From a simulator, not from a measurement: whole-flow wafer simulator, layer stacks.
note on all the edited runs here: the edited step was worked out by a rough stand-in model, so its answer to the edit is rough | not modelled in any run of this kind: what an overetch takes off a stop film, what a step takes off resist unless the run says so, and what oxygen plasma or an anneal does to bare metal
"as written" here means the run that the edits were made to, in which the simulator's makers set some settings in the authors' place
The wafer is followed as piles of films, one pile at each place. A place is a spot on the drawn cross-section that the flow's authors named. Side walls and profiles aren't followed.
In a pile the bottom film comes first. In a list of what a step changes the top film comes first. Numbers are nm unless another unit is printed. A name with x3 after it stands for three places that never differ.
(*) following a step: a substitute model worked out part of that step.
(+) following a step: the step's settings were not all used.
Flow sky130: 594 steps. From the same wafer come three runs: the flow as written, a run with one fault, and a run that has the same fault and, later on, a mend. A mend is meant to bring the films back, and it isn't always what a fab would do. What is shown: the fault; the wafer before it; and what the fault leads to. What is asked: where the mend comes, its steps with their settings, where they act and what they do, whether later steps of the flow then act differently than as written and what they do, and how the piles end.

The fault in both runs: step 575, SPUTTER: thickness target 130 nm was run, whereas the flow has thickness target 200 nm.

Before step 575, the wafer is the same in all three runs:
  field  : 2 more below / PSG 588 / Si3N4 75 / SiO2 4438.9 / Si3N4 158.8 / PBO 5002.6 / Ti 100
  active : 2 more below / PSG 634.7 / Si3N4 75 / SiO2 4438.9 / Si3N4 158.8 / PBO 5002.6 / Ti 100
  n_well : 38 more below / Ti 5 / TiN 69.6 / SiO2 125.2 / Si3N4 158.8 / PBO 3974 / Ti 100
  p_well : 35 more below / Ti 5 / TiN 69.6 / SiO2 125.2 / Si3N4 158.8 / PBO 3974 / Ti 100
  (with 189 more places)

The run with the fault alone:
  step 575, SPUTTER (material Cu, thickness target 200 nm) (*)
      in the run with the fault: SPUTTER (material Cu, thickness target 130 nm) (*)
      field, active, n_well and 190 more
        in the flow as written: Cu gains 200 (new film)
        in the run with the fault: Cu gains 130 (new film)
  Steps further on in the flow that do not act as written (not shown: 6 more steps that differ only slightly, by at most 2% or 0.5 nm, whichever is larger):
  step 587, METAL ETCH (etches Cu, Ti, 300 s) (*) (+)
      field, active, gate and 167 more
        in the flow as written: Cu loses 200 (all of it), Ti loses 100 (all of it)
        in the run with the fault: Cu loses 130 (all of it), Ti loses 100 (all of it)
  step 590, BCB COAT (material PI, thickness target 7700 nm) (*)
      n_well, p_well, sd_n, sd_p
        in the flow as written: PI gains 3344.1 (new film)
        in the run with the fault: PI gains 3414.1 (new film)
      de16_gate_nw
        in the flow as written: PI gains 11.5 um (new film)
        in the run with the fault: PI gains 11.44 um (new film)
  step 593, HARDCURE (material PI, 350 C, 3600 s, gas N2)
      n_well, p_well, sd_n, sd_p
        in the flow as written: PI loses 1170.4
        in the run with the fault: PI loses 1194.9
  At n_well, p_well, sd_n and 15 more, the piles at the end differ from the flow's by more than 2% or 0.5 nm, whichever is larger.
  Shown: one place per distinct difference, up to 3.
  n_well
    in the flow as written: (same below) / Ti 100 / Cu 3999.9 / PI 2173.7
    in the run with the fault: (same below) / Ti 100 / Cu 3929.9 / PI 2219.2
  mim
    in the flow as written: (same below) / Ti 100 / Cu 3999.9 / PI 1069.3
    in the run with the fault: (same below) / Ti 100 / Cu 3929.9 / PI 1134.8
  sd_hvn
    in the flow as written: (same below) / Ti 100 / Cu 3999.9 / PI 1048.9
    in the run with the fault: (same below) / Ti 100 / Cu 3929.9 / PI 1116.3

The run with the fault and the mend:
  After step 575 comes the mend.
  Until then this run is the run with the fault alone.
  step 575a, SPUTTER (material Cu, thickness target 70 nm) (*) (a further turn of the flow's step 575, with different settings)
      field, active, n_well and 190 more
        Cu gains 70
  None of the later steps of the flow acts differently than as written at any place that is followed.
  The piles end the same as the flow's at every place that both follow.
